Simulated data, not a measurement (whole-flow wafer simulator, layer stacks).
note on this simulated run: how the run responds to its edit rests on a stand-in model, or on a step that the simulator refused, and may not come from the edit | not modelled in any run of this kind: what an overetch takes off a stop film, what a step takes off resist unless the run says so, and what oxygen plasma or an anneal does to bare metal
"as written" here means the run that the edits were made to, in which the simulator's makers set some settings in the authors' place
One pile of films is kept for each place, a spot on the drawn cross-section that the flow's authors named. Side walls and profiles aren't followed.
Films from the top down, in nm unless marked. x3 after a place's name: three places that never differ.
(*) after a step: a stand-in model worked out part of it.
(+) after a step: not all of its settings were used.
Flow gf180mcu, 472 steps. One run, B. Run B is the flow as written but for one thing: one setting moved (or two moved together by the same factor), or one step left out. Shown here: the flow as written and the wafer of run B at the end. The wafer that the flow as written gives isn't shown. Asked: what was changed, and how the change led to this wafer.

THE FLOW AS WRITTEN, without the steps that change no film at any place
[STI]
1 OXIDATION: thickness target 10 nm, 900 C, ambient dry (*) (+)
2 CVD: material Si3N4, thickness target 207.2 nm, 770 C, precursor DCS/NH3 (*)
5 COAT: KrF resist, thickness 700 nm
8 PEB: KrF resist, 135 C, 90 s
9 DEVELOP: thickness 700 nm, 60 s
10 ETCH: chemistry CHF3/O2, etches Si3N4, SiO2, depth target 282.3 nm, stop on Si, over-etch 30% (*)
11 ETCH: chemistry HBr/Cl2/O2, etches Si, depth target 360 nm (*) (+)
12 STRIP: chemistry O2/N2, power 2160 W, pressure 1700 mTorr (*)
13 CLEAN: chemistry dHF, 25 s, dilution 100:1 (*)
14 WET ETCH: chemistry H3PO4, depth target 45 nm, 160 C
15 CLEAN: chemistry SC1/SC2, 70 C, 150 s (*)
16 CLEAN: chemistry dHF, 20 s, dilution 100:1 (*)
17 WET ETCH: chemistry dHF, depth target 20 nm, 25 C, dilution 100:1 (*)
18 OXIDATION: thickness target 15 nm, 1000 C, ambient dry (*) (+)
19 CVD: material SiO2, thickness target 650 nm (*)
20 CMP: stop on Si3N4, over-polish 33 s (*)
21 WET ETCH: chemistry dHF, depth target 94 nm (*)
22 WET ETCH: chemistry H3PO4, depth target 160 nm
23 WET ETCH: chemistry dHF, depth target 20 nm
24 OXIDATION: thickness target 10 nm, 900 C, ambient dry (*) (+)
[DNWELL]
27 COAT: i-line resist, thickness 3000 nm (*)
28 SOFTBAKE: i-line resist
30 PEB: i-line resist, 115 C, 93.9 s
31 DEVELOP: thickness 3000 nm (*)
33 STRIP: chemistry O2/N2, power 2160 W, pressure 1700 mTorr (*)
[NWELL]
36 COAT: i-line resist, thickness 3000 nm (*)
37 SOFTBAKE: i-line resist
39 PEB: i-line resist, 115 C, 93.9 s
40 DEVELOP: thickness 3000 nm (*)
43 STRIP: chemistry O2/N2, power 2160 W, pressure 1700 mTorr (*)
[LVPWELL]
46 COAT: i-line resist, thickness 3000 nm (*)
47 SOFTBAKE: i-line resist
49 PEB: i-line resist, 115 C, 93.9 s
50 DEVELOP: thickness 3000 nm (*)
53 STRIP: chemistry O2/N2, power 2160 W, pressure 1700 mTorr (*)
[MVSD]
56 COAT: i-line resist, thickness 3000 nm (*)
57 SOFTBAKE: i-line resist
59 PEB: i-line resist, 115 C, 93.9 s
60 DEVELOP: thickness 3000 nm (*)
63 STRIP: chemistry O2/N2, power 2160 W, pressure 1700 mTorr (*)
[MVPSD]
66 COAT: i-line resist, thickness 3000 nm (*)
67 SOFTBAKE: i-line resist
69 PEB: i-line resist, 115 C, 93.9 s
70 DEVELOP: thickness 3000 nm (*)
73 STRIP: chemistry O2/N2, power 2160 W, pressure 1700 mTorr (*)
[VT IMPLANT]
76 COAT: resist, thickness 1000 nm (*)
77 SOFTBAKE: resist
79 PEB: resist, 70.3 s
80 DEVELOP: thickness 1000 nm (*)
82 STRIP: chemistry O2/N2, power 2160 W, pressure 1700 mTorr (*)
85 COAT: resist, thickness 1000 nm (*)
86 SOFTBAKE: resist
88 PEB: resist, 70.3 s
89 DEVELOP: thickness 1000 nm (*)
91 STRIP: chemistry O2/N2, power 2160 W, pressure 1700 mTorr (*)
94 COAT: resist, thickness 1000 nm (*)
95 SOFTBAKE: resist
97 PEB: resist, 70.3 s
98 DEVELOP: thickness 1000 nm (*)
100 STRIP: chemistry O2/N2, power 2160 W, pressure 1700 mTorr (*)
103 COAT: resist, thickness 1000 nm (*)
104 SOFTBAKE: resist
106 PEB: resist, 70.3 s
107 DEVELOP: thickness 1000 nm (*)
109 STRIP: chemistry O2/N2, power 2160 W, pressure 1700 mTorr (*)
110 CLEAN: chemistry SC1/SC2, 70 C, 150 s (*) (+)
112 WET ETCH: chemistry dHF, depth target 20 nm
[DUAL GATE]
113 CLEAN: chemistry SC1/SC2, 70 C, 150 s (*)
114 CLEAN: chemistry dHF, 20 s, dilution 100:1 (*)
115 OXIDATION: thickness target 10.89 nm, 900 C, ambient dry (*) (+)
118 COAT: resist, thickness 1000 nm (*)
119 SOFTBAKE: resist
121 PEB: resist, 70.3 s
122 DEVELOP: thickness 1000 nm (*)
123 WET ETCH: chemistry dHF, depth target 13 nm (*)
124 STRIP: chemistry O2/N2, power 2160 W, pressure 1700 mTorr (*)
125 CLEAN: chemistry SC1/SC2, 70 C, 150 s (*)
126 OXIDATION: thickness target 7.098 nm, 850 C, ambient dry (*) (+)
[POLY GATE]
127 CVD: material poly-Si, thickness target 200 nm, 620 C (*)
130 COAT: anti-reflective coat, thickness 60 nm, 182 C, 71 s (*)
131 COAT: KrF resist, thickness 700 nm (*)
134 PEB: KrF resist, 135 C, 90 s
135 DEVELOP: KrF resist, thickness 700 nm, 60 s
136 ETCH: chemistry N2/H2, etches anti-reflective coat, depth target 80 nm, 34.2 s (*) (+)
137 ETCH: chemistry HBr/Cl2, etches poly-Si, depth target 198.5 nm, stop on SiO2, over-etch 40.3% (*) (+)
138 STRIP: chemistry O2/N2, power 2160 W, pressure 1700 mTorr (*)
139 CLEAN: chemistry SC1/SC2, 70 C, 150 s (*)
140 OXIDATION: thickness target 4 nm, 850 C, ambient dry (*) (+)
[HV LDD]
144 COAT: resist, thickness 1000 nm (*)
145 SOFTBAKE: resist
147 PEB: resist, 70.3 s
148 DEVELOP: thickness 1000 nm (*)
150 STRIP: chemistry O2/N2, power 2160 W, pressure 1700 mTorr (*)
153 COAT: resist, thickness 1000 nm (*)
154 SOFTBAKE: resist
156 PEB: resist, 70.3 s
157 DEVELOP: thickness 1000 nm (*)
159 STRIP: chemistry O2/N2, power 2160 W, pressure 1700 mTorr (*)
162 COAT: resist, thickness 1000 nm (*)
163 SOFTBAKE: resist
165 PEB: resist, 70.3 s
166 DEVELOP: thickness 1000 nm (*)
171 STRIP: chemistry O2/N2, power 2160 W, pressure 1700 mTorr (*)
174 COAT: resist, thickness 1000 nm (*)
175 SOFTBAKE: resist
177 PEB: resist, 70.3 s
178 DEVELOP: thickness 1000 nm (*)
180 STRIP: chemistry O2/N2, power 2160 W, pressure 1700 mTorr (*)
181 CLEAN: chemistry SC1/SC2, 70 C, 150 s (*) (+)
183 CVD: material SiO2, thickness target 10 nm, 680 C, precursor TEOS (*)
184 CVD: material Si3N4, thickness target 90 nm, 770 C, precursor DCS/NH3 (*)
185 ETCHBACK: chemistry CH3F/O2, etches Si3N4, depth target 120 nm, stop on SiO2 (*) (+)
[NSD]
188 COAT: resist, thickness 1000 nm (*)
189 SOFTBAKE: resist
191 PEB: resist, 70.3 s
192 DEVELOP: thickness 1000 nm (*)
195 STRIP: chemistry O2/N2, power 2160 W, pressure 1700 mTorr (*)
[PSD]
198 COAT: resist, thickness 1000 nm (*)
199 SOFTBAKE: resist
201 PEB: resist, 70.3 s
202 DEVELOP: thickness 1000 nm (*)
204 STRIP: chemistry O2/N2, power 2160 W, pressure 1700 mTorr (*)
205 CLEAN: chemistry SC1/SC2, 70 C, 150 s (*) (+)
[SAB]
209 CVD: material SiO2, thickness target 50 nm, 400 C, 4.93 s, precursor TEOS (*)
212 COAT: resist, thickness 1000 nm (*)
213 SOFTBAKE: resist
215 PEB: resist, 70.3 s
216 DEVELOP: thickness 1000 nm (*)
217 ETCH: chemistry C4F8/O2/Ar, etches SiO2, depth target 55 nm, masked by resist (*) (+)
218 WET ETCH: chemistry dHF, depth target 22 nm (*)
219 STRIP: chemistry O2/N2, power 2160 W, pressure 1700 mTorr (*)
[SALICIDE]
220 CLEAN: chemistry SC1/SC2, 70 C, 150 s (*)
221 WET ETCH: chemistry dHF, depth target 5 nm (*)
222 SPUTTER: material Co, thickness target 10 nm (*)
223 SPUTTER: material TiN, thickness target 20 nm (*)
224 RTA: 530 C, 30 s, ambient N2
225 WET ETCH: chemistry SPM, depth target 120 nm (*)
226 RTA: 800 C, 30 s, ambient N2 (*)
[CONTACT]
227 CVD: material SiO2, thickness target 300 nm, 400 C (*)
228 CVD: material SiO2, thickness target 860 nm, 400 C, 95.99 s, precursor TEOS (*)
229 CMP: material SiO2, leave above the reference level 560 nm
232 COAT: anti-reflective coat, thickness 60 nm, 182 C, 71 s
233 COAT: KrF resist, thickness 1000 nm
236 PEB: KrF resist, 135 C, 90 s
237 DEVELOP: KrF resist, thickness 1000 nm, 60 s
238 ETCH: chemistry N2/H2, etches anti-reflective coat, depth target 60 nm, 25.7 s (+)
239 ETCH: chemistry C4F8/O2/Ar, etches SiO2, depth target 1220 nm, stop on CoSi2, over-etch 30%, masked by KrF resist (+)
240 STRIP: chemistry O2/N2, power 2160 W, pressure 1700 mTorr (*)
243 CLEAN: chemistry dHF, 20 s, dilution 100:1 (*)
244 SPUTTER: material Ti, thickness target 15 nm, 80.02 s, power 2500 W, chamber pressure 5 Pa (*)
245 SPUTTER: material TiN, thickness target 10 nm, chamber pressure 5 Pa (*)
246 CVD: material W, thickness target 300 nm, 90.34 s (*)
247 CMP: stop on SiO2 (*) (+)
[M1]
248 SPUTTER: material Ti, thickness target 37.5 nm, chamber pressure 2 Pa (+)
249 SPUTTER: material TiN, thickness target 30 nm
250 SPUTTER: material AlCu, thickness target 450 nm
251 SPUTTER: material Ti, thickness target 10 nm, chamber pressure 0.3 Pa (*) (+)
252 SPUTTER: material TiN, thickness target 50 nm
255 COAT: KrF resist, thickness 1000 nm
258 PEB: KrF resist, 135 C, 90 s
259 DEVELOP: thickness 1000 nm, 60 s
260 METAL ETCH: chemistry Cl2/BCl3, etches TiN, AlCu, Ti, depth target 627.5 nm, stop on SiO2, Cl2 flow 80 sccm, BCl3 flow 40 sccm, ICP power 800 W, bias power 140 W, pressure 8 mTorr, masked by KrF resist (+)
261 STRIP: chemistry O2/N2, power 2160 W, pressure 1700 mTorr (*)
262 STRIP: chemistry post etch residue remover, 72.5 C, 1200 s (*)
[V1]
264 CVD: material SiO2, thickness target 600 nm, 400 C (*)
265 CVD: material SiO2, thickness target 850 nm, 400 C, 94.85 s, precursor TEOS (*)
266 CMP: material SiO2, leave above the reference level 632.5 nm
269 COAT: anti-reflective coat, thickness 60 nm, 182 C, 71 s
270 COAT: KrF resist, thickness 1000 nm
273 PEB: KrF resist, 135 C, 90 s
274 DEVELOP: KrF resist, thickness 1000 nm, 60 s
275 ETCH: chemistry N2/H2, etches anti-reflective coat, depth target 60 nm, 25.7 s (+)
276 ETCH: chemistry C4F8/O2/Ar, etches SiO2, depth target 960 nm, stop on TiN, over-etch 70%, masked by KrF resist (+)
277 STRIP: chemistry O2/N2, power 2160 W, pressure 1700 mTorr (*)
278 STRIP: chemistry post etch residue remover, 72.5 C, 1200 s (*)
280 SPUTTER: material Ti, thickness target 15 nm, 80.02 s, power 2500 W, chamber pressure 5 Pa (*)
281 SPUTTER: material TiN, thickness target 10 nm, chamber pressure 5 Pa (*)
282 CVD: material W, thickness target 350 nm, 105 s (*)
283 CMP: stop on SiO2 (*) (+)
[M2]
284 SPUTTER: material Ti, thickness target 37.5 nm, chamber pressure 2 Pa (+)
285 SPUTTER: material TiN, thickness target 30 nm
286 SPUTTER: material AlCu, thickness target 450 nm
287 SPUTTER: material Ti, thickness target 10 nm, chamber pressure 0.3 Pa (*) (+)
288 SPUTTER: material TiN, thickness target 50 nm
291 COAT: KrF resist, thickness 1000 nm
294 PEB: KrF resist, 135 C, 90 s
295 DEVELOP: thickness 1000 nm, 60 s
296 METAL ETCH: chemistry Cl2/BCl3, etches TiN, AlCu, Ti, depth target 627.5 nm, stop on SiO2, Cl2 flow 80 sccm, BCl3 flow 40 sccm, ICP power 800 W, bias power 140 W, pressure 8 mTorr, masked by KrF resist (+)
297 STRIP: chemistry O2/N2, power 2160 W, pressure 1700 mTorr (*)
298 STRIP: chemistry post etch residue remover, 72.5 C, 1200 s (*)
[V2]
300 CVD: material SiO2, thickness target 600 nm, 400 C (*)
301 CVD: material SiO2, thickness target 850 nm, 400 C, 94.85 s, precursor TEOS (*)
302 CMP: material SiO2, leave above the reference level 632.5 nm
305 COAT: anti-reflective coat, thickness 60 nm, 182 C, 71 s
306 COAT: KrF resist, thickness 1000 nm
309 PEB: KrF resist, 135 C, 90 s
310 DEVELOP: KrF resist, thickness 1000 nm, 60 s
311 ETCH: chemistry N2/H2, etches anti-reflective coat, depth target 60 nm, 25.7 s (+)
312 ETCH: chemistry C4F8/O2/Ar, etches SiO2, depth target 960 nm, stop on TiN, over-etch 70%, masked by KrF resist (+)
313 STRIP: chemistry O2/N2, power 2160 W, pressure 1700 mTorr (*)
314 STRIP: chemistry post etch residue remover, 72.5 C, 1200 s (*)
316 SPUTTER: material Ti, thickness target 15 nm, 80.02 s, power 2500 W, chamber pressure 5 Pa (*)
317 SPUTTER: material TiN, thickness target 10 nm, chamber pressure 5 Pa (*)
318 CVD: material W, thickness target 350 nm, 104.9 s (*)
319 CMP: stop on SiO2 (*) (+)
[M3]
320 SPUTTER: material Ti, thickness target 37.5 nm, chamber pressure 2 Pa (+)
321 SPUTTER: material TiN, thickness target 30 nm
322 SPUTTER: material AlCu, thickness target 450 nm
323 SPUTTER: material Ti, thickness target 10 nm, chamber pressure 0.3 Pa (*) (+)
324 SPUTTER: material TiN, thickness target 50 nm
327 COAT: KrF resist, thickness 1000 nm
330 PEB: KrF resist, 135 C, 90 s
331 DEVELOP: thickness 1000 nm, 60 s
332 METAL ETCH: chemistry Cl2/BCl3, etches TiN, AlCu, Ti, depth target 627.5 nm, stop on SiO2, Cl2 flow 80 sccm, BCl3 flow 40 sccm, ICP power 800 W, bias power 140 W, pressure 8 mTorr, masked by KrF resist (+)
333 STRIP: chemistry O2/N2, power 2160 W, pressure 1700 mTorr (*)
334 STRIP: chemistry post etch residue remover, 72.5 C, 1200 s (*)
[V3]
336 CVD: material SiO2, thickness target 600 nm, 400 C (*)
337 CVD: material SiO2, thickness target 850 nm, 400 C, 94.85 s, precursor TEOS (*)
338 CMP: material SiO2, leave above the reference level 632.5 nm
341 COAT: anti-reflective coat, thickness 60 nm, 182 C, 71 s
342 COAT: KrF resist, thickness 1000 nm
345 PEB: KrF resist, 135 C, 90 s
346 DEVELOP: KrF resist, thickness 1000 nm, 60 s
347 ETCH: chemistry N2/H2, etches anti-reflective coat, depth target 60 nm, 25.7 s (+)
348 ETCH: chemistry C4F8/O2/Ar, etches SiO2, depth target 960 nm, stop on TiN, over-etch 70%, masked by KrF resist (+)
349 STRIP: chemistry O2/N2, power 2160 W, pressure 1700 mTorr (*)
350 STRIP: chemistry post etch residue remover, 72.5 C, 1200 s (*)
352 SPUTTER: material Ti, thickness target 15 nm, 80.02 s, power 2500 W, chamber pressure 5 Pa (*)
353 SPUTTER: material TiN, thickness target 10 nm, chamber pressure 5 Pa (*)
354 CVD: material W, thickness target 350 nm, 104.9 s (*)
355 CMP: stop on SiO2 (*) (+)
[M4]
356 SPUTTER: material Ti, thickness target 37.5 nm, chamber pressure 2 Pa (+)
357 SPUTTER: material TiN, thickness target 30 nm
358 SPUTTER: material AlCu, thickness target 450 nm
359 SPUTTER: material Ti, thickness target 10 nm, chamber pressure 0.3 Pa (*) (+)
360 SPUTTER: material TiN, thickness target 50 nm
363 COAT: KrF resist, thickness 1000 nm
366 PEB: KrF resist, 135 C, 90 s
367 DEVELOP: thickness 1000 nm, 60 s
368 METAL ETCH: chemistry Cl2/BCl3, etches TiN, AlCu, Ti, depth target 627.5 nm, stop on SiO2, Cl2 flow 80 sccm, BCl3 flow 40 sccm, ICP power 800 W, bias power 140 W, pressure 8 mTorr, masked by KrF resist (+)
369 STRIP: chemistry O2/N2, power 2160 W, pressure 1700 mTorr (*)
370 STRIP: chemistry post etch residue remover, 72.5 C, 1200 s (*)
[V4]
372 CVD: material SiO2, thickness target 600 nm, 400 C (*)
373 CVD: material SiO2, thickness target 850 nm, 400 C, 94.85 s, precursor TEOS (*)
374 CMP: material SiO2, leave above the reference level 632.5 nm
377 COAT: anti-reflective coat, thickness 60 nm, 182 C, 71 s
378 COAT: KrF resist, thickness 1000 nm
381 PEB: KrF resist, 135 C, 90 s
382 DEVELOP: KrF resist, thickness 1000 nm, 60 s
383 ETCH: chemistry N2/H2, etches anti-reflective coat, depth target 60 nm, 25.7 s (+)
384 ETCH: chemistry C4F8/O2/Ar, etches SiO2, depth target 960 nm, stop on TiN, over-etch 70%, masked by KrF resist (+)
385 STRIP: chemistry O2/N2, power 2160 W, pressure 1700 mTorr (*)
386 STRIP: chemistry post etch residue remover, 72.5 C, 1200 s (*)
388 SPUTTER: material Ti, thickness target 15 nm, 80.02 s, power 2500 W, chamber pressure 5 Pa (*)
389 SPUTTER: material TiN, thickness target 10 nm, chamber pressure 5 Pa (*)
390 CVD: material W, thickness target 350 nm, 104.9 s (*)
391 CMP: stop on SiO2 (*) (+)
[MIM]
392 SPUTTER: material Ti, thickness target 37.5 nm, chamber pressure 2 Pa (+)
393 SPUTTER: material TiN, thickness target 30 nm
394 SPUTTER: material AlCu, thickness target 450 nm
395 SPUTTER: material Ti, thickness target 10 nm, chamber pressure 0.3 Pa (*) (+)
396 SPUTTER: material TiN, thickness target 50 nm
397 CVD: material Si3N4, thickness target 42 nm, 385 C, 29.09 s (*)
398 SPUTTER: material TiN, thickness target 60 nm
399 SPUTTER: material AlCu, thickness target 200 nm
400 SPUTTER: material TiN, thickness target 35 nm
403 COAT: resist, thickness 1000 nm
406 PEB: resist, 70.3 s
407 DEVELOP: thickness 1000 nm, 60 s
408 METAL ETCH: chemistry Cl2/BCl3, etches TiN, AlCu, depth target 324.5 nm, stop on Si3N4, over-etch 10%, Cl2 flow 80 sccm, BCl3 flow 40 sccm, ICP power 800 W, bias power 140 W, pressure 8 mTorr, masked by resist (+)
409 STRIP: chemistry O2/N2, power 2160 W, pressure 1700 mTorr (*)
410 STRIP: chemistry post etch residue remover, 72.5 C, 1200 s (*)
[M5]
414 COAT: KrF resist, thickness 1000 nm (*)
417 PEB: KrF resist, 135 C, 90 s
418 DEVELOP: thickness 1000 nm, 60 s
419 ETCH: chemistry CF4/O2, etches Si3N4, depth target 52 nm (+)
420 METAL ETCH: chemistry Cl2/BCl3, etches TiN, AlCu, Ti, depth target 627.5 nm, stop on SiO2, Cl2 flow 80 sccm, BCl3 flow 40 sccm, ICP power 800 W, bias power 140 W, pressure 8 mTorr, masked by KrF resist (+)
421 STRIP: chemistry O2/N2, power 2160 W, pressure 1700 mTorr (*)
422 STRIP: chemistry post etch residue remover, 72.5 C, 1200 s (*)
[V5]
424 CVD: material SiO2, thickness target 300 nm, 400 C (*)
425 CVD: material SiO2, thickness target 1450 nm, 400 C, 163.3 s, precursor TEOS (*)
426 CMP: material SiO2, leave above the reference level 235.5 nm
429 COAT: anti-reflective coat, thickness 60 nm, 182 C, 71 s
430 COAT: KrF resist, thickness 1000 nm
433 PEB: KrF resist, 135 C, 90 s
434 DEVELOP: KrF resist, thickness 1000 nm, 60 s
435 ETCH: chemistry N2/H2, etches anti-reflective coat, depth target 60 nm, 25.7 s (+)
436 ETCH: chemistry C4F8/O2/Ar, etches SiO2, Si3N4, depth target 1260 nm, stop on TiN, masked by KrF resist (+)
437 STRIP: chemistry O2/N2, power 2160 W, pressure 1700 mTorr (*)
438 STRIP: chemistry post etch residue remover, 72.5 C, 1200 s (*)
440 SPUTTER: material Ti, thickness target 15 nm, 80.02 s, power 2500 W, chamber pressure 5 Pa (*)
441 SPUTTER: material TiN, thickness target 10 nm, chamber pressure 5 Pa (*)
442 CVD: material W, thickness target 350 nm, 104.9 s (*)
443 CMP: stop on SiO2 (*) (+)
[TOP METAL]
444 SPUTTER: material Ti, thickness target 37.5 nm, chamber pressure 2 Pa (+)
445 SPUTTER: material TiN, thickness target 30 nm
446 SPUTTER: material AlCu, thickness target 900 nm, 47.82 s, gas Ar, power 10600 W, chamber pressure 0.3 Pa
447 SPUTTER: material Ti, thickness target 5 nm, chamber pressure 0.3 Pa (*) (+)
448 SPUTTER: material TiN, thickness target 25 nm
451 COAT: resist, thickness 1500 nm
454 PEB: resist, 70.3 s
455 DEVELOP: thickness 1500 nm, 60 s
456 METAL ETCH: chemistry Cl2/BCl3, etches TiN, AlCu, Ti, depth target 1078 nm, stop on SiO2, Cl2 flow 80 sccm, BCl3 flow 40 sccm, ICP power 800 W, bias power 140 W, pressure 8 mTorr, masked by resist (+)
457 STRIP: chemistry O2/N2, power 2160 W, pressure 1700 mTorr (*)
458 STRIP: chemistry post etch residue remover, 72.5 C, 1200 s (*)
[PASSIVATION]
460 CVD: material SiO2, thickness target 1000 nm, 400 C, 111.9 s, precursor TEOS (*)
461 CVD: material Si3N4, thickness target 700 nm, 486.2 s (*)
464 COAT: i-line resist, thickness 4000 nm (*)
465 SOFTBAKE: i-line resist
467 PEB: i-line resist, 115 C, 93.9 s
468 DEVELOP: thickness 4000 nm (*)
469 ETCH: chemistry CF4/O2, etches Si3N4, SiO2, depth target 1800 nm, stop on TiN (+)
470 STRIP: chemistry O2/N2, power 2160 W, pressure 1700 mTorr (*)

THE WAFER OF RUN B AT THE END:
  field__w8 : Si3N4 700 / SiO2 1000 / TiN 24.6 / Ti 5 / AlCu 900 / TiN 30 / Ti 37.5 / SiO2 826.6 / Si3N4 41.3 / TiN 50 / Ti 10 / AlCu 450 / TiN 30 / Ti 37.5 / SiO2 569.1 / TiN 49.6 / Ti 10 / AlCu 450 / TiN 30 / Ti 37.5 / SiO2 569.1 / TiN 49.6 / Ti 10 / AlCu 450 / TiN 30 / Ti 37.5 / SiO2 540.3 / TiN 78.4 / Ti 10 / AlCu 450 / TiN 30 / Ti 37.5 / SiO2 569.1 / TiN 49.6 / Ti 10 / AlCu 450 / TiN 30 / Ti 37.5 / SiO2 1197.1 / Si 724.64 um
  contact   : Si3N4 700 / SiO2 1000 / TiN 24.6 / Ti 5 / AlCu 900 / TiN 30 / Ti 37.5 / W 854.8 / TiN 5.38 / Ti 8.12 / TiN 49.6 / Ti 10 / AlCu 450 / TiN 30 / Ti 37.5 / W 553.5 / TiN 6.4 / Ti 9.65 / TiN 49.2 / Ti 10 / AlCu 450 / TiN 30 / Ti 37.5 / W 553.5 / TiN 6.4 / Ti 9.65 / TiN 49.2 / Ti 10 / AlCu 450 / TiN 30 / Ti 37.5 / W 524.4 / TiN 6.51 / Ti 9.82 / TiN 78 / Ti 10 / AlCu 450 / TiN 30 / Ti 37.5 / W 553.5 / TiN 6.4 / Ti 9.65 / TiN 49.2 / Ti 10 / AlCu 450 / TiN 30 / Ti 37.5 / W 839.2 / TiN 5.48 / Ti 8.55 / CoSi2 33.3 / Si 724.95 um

The cause: step 288, SPUTTER: thickness target 78.8 nm was run, where the flow has thickness target 50 nm.

How the change led to this, step by step:
  288 SPUTTER: material TiN, thickness target 50 nm
      field, field__w1, field__w2 and 108 more: TiN +78.8 (new film) (as written it would be: TiN +50 (new film))
  296 METAL ETCH: chemistry Cl2/BCl3, etches TiN, AlCu, Ti, depth target 627.5 nm, stop on SiO2, Cl2 flow 80 sccm, BCl3 flow 40 sccm, ICP power 800 W, bias power 140 W, pressure 8 mTorr, masked by KrF resist (+)
      field, field__w1, field__w2 and 103 more: TiN -78.8 (all of it), Ti -10 (all of it), AlCu -450 (all of it), TiN -30 (all of it), Ti -37.5 (all of it) (as written it would be: TiN -50 (all of it), Ti -10 (all of it), AlCu -450 (all of it), TiN -30 (all of it), Ti -37.5 (all of it))
  302 CMP: material SiO2, leave above the reference level 632.5 nm
      field__w8, contact, m1, m1__w1, m1_nw: SiO2 -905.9 (as written it would be: SiO2 -877.1)
  312 ETCH: chemistry C4F8/O2/Ar, etches SiO2, depth target 960 nm, stop on TiN, over-etch 70%, masked by KrF resist (+)
      field, field__w1, field__w2 and 107 more: KrF resist -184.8 (as written it would be: KrF resist -192)
      contact: SiO2 -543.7 (all of it) (as written it would be: SiO2 -572.5 (all of it))
  318 CVD: material W, thickness target 350 nm, 104.9 s (*)
      contact: W +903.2 (new film) (as written it would be: W +932.3 (new film))
